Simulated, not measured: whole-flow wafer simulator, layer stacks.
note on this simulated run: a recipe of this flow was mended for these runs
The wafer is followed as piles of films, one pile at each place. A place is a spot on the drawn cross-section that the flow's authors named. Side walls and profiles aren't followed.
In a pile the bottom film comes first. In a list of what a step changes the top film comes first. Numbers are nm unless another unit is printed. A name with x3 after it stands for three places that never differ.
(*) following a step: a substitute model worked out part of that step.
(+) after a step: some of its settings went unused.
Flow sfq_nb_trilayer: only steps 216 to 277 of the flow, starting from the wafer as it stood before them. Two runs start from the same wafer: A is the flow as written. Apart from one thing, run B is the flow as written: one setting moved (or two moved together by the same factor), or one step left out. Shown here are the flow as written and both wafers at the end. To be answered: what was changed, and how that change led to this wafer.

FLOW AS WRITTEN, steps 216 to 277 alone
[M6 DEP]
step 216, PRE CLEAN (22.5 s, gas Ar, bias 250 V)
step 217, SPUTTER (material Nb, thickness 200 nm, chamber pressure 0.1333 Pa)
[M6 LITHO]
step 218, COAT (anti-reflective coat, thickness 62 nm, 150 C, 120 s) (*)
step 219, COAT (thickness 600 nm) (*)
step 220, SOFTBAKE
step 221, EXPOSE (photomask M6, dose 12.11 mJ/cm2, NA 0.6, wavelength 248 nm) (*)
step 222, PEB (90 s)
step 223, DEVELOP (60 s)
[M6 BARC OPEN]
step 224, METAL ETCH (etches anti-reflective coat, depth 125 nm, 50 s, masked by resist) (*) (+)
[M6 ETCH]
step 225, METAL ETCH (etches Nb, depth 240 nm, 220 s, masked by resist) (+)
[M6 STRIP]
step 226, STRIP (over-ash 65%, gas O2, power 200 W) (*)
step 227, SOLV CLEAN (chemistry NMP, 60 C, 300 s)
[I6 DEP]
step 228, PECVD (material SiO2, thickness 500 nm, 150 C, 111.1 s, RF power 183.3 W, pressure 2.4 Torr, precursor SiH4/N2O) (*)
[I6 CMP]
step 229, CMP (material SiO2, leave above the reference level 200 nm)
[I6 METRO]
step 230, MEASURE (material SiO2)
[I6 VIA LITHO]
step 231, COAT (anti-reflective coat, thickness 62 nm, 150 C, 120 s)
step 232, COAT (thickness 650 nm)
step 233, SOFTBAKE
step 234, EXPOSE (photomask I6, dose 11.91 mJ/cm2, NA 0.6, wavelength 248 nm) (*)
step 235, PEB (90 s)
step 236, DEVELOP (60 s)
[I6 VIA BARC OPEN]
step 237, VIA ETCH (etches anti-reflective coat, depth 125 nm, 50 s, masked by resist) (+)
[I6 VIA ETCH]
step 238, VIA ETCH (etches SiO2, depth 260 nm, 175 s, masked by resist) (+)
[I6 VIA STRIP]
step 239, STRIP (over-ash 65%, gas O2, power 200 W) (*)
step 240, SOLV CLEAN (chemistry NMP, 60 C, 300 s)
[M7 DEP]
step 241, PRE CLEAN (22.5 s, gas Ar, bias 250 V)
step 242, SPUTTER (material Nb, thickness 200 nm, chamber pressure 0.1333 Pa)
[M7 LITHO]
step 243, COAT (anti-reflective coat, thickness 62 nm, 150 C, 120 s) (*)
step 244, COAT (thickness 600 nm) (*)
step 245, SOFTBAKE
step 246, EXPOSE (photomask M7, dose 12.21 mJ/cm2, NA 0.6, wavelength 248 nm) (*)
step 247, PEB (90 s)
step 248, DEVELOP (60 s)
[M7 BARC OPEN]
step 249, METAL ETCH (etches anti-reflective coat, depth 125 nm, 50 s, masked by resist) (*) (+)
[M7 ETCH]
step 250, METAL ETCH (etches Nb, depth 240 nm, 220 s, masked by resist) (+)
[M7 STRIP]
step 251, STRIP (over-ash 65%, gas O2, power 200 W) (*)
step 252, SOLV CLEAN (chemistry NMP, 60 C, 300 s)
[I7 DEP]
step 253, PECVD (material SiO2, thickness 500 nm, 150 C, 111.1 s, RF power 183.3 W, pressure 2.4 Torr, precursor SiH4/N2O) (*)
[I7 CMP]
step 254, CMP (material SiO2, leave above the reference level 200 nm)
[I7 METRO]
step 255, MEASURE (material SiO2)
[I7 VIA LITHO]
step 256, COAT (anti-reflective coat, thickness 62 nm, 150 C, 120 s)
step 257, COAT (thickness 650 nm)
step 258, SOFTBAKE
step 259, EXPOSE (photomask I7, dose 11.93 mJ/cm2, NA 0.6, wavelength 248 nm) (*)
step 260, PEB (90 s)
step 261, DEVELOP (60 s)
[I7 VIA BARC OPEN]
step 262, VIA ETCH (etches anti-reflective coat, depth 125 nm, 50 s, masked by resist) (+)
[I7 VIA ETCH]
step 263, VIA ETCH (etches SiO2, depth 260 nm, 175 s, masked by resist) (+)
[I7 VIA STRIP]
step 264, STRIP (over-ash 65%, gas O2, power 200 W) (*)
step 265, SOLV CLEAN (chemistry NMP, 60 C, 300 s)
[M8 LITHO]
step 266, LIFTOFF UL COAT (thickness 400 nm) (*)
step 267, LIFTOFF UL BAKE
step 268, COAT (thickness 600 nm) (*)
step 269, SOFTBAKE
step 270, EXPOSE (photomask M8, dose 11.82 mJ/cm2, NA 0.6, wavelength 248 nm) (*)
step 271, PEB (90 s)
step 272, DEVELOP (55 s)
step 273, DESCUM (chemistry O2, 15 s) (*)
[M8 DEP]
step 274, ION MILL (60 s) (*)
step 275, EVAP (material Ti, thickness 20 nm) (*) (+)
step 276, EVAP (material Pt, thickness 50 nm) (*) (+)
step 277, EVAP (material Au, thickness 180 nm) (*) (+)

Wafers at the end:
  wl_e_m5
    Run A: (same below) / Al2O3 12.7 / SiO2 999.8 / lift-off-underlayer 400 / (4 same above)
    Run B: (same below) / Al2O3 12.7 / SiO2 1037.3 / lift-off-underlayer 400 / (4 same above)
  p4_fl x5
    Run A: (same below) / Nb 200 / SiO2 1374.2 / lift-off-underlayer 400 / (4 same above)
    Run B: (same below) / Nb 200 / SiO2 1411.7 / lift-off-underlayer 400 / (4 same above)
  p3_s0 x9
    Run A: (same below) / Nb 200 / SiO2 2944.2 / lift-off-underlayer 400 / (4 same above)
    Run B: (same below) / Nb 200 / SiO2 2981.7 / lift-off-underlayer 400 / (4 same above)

What caused this: step 217, SPUTTER: thickness 237.5 nm was run, while the flow as written has thickness 200 nm.

How this came from the change, step by step:
  step 217, SPUTTER (material Nb, thickness 200 nm, chamber pressure 0.1333 Pa)
      field_l, v_sur, via_wl and 100 more: A +200 Nb (new film) | B +237.5 Nb (new film)
      be: A +145.8 Nb | B +172.6 Nb
      (also at 2 further places)
  step 218, COAT (anti-reflective coat, thickness 62 nm, 150 C, 120 s) (*)
      be: A +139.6 anti-reflective coat (new film) | B +142.9 anti-reflective coat (new film)
  step 225, METAL ETCH (etches Nb, depth 240 nm, 220 s, masked by resist) (+)
      field_l, gap, moat and 76 more: A -200 Nb (all of it), -4 SiO2 | B -237.5 Nb (all of it), -0.25 SiO2
  step 226, STRIP (over-ash 65%, gas O2, power 200 W) (*)
      be: A -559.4 KrF-resist-other-grade (all of it), -139.6 anti-reflective coat (all of it) | B -565.7 KrF-resist-other-grade (all of it), -142.9 anti-reflective coat (all of it)
  step 228, PECVD (material SiO2, thickness 500 nm, 150 C, 111.1 s, RF power 183.3 W, pressure 2.4 Torr, precursor SiH4/N2O) (*)
      gap, wl_a_sl, m6r_space_l x2: A +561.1 SiO2 | B +594.8 SiO2
  step 229, CMP (material SiO2, leave above the reference level 200 nm)
      field_l, p3_s0 x9, wl_a_sr and 31 more: A -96 SiO2 | B -62.2 SiO2
      p4_fl x5, p4_w1 x9, wl_b_sl, wl_b_sr, wl_c_sl, wl_c_sr, wl_e_sl, wl_e_sr: A -96 SiO2 | B -62.3 SiO2
      (also at 13 further places)
